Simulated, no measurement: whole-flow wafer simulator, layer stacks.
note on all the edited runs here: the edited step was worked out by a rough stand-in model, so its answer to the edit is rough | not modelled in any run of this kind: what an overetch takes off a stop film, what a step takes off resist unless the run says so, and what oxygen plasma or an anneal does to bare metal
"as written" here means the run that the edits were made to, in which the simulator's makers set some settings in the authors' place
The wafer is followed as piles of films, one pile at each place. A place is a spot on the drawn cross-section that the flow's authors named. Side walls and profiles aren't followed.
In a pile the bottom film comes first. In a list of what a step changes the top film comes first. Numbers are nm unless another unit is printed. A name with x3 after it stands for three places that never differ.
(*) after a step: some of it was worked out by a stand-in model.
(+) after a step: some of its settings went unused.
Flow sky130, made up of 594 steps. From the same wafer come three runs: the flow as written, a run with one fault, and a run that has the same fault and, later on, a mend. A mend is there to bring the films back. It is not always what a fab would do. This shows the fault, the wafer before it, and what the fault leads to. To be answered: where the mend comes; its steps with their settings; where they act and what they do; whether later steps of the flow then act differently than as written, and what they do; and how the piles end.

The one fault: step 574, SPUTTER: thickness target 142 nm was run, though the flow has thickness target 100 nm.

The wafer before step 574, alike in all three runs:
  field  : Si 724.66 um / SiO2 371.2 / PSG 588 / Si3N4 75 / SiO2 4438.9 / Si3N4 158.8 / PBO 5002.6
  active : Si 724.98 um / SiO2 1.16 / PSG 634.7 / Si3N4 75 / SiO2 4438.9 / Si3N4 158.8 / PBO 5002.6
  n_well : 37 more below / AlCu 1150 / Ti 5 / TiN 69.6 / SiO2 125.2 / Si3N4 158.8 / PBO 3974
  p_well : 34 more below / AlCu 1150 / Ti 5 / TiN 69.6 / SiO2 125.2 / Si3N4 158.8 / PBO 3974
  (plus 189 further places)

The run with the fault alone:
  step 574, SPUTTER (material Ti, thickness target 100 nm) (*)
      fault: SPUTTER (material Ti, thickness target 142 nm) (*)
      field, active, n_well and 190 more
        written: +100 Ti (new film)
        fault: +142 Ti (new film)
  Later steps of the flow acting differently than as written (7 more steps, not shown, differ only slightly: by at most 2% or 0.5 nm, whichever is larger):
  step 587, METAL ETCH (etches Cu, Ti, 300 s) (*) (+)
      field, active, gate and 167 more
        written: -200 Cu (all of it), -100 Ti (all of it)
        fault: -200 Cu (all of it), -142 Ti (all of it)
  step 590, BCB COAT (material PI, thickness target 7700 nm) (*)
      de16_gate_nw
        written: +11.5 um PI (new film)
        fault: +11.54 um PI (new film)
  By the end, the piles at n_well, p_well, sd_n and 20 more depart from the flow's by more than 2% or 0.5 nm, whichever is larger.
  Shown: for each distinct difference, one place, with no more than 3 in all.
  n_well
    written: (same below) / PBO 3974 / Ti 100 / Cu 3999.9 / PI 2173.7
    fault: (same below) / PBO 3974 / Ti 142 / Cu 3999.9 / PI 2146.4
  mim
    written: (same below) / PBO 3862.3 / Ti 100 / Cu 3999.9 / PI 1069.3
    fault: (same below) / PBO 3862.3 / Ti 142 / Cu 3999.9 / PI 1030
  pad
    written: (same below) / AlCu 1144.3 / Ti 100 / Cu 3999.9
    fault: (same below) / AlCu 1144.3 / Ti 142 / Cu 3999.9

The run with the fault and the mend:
  The mend follows step 574.
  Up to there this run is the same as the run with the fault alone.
  step 574a, ETCH (chemistry CF4/O2, etches Si3N4, SiO2, TiN, Ti, depth target 42 nm) (a further turn of the flow's step 554, with different settings)
      field, active, n_well and 190 more
        -42 Ti
  None of the later steps of the flow differs from how it acts as written, at any place that is followed, by more than 2% or 0.5 nm, whichever is larger.
  The piles end the same as the flow's at every place that both follow.
